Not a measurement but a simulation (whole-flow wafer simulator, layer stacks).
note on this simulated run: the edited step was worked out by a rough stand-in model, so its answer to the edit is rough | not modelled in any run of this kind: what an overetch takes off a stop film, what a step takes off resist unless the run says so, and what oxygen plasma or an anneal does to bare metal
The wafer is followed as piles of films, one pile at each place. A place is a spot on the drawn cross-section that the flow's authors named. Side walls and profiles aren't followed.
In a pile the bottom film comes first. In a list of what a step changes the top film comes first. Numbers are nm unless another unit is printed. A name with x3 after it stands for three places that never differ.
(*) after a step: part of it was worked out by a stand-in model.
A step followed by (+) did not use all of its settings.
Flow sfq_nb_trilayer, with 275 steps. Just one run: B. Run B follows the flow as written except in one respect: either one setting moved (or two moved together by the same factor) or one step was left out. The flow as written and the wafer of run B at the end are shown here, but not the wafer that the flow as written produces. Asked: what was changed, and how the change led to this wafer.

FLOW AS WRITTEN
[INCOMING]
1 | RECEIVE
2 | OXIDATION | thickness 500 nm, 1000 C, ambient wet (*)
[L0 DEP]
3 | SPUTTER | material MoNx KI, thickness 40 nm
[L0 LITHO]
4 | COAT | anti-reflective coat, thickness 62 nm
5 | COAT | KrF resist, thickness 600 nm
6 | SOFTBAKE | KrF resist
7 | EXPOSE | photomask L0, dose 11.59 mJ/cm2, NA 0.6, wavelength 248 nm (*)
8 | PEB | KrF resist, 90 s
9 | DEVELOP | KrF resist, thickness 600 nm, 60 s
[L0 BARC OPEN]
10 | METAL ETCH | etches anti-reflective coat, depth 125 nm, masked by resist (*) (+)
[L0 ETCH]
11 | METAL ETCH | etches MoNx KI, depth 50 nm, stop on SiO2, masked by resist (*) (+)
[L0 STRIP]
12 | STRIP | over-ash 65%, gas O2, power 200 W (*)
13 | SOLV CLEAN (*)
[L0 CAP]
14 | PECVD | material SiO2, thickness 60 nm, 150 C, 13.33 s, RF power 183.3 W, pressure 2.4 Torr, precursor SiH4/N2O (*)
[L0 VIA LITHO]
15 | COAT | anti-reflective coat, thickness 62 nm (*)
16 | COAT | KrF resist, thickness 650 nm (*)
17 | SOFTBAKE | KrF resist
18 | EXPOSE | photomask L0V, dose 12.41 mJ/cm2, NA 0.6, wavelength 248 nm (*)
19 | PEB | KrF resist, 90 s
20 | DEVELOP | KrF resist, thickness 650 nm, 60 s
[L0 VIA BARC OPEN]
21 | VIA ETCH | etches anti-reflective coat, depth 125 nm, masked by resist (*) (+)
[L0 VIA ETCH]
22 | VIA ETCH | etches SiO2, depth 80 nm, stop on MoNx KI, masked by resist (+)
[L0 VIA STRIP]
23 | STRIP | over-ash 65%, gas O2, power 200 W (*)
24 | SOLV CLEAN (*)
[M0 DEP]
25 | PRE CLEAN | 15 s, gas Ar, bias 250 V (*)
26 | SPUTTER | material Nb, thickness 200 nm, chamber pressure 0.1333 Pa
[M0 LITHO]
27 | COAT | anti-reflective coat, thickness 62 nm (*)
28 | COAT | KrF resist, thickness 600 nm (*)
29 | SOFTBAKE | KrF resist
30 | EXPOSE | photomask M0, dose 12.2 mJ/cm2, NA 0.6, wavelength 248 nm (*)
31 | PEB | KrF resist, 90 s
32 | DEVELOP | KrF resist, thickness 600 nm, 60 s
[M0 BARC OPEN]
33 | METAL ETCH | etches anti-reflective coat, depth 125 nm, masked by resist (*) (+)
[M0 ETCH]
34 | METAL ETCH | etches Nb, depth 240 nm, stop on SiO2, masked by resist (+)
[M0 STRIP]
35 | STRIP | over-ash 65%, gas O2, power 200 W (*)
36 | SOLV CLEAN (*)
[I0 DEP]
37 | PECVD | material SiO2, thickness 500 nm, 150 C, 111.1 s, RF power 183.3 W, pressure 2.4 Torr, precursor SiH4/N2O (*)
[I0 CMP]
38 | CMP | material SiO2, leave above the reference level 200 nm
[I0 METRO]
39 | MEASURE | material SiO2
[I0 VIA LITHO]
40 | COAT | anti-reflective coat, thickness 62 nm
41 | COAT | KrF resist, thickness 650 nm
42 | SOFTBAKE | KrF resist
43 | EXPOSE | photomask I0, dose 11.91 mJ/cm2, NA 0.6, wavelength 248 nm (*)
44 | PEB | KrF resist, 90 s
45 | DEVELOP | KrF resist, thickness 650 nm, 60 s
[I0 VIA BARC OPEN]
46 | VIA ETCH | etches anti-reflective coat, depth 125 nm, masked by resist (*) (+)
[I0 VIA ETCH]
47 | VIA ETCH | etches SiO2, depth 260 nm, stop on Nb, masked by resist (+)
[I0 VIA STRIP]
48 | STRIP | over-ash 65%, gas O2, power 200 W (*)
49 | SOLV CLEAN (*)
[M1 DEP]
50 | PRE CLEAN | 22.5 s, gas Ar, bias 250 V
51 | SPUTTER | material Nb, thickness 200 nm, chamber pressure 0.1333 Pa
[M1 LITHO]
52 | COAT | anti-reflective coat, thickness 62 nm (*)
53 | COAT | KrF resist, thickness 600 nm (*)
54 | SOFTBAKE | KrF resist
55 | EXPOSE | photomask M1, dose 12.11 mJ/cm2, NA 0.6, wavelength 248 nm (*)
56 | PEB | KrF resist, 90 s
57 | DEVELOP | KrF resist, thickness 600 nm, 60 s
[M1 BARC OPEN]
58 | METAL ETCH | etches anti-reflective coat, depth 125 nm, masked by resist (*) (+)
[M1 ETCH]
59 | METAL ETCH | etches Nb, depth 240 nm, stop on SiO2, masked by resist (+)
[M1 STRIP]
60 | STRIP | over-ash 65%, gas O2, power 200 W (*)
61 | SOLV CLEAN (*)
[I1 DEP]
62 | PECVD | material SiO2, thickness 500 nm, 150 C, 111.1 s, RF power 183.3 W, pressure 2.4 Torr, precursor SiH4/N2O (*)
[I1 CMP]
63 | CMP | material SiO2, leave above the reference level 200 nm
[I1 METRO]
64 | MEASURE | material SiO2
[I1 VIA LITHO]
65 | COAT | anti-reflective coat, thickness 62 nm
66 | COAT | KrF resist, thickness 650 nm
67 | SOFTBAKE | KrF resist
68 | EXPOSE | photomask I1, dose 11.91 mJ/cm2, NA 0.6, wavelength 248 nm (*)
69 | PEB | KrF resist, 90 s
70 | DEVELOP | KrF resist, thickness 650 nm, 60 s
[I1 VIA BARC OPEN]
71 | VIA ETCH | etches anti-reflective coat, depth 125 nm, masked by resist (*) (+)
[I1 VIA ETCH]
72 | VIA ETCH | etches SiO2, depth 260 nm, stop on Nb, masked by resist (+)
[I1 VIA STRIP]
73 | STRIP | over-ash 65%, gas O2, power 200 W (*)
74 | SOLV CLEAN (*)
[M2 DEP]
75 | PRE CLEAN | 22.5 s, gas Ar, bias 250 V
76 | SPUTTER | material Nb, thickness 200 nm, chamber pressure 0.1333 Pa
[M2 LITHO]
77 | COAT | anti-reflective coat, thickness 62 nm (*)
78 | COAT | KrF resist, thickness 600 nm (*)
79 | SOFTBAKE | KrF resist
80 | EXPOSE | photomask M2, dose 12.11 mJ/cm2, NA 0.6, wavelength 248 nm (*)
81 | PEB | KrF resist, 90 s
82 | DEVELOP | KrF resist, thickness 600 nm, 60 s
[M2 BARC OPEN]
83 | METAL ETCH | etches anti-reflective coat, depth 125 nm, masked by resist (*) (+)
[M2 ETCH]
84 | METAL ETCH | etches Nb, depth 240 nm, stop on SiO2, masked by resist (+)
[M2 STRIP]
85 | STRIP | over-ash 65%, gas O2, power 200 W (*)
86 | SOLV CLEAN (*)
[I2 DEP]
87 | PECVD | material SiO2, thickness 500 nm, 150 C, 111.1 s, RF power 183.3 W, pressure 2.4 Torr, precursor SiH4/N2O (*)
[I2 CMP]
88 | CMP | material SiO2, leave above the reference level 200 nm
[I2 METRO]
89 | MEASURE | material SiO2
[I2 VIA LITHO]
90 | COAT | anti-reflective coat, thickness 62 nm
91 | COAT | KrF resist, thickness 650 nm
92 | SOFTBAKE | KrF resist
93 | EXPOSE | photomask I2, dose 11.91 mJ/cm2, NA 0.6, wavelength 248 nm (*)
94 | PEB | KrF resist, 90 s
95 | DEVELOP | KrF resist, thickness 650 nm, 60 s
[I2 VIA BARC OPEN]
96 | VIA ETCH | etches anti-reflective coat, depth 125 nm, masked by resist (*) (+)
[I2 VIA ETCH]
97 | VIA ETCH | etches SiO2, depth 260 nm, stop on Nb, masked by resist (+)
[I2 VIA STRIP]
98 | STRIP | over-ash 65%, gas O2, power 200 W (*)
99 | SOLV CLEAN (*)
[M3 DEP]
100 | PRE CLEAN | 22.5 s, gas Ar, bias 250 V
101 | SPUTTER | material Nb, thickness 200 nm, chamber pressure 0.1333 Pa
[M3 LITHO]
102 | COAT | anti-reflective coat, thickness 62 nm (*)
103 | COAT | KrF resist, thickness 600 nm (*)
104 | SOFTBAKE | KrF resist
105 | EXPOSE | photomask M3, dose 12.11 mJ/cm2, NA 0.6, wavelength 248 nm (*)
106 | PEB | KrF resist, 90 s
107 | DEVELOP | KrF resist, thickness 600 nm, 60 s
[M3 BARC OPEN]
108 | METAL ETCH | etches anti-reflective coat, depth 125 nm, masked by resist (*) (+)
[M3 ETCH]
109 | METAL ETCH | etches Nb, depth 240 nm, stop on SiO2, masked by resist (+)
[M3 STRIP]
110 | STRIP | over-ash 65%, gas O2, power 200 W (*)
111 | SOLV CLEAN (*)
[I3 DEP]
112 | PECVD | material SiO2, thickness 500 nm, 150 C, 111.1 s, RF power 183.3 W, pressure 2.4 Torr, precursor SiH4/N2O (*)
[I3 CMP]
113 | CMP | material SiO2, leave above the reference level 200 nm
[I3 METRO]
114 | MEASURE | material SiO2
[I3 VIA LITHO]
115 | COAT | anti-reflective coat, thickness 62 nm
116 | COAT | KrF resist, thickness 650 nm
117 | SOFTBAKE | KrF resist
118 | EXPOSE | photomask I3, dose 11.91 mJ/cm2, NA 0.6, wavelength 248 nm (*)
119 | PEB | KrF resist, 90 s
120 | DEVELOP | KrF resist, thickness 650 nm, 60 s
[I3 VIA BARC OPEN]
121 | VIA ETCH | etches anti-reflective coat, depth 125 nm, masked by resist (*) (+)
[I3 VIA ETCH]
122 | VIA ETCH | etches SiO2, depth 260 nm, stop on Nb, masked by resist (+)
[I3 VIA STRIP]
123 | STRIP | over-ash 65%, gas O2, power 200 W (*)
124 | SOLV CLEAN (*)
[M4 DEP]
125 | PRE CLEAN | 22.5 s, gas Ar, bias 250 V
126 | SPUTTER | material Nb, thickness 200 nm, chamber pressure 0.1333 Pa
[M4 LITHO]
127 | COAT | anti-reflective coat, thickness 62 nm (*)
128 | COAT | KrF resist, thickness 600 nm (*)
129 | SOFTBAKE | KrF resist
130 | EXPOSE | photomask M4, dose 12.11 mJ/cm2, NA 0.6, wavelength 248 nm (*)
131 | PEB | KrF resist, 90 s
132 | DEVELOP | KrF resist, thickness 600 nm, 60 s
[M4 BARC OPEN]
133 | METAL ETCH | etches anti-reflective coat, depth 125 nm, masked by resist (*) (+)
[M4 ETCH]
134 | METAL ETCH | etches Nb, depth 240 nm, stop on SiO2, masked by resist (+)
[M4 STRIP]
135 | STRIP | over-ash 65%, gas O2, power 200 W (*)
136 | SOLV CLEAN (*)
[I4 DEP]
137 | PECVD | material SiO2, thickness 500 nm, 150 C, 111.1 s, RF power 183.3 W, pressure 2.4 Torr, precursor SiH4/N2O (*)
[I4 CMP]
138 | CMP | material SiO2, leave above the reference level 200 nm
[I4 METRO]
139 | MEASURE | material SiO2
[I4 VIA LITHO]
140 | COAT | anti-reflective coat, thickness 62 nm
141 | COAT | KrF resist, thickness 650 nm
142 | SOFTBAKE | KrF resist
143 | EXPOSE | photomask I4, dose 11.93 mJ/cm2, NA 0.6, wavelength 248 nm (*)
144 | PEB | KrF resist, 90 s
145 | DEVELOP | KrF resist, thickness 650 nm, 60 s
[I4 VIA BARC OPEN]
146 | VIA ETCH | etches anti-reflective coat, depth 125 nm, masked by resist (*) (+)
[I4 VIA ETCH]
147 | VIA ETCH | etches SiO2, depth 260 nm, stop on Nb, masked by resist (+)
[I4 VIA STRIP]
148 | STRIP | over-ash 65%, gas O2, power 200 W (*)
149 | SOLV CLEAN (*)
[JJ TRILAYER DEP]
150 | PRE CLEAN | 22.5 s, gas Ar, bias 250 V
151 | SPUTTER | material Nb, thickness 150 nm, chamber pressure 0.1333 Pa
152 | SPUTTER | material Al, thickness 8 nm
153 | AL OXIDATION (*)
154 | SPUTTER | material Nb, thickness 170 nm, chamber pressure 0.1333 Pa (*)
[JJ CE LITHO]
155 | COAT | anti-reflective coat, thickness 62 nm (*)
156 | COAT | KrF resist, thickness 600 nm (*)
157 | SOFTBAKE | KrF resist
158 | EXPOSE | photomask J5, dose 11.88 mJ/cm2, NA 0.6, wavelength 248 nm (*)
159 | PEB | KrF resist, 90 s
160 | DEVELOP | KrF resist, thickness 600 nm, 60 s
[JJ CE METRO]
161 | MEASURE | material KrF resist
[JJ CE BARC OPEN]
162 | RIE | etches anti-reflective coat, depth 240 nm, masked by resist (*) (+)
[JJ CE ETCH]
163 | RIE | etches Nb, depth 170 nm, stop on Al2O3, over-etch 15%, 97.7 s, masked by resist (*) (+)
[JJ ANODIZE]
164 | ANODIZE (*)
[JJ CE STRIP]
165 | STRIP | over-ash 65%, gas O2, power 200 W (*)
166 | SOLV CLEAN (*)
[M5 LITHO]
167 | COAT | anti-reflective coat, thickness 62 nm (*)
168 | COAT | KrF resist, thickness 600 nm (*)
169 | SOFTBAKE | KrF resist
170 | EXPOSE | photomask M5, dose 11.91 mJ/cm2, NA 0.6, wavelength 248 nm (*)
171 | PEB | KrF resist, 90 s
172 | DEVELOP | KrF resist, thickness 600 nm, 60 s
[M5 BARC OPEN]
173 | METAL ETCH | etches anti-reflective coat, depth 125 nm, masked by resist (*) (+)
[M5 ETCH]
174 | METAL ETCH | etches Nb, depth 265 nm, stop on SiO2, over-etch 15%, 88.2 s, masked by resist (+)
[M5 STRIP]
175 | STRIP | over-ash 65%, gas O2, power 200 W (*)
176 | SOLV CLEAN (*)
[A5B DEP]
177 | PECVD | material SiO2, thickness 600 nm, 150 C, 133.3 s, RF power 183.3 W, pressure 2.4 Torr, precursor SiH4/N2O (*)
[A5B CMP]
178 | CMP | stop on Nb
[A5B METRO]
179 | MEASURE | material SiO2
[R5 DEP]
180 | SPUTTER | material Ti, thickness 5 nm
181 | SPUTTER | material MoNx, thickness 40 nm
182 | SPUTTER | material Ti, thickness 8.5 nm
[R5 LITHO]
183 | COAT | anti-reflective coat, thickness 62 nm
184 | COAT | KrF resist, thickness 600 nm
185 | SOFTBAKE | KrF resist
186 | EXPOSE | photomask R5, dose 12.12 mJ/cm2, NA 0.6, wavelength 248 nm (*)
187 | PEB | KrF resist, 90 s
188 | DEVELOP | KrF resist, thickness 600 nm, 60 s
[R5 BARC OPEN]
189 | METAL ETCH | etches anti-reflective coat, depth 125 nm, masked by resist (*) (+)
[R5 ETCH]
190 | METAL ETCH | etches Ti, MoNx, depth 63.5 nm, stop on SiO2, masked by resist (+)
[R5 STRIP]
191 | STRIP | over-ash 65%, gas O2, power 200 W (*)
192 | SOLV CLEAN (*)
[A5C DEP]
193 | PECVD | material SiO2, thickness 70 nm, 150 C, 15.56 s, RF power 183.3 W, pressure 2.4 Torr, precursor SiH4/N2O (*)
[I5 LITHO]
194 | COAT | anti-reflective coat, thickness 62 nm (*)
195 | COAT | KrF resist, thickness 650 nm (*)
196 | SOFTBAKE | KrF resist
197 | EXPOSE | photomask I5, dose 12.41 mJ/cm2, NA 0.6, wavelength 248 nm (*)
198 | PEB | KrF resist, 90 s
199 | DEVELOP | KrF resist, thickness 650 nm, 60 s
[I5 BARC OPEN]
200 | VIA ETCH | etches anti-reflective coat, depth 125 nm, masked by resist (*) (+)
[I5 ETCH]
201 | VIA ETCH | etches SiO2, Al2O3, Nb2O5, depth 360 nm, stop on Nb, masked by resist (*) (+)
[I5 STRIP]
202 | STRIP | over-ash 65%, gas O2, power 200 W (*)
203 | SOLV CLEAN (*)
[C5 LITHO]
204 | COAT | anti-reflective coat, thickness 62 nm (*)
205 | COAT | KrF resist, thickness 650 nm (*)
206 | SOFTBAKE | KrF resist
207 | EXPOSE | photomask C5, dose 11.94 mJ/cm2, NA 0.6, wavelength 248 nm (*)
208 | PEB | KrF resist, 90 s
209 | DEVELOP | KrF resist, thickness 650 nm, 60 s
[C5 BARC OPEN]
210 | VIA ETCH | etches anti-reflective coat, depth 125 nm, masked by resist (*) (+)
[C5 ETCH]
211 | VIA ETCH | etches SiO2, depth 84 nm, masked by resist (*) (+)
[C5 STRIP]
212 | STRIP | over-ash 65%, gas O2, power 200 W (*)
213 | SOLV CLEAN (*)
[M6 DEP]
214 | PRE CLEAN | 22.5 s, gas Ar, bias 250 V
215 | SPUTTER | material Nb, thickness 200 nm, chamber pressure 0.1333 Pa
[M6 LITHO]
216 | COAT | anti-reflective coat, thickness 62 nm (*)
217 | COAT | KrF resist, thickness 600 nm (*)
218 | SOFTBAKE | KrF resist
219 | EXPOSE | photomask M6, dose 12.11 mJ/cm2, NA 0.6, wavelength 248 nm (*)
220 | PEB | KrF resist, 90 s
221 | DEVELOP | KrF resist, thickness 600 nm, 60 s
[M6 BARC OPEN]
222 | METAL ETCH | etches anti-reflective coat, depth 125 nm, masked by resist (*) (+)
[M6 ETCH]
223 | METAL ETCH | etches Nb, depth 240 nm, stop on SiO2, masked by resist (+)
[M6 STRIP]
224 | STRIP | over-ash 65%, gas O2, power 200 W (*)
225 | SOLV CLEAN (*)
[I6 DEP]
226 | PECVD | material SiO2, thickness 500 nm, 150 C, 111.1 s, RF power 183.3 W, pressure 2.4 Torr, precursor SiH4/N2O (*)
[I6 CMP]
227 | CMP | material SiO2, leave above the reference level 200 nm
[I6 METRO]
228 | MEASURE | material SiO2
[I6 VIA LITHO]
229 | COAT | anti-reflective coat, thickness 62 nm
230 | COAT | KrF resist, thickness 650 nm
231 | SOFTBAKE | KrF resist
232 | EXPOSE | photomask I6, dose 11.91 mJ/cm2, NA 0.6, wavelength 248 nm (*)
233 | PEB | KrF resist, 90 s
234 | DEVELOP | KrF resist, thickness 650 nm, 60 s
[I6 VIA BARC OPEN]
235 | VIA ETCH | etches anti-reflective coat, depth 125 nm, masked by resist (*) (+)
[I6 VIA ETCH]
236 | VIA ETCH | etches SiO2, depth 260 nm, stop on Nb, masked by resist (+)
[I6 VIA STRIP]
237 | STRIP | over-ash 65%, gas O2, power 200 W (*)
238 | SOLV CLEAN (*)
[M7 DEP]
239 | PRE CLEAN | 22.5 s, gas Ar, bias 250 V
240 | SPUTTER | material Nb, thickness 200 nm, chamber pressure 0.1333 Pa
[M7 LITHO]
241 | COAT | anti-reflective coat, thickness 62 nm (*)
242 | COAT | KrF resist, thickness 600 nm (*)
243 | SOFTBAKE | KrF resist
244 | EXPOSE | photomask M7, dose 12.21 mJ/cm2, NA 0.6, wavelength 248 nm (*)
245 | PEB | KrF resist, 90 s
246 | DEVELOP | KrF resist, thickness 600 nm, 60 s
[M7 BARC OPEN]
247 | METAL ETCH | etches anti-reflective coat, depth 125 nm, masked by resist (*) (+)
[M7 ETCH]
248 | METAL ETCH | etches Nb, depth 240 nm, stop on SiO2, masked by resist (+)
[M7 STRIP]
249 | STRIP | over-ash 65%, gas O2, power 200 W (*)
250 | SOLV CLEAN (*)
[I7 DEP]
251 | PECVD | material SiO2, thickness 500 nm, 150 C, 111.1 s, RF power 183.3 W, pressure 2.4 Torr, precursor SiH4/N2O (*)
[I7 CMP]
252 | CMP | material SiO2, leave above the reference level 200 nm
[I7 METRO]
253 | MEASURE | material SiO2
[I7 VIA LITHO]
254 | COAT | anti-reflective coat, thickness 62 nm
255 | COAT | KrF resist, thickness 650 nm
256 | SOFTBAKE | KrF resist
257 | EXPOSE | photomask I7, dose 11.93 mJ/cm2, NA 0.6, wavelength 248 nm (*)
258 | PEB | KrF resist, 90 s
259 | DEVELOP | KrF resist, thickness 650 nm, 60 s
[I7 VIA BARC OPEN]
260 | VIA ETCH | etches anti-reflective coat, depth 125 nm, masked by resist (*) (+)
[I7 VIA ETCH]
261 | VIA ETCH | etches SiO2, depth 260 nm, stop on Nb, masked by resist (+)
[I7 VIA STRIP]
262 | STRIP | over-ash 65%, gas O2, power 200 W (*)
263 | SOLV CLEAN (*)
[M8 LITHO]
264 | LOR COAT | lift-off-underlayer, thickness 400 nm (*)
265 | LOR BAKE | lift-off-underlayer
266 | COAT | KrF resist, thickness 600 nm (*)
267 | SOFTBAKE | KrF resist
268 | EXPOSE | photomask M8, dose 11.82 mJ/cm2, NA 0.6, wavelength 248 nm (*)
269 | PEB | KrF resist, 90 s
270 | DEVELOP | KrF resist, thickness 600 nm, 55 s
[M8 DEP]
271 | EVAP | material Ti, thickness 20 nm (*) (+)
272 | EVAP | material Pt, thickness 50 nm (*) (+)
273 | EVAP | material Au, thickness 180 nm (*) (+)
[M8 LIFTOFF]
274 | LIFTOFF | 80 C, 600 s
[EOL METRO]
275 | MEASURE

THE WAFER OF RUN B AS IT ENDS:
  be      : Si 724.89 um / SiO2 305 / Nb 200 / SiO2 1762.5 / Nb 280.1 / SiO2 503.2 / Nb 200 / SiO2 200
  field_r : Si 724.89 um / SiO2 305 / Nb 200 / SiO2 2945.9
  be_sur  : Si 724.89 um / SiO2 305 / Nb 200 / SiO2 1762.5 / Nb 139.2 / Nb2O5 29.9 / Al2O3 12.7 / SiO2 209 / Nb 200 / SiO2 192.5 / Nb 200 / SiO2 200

Cause: step 2, OXIDATION: thickness 250 nm was run, whereas the flow has thickness 500 nm.

The path from the change to this, step by step:
  2 | OXIDATION | thickness 500 nm, 1000 C, ambient wet (*)
      field_l, v_sur, via_wl and 103 more: SiO2 gains 250 (new film), chemical SiO2 loses 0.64 (all of it), Si loses 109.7 (in the flow as written it would be: SiO2 gains 500 (new film), chemical SiO2 loses 0.64 (all of it), Si loses 219.7)
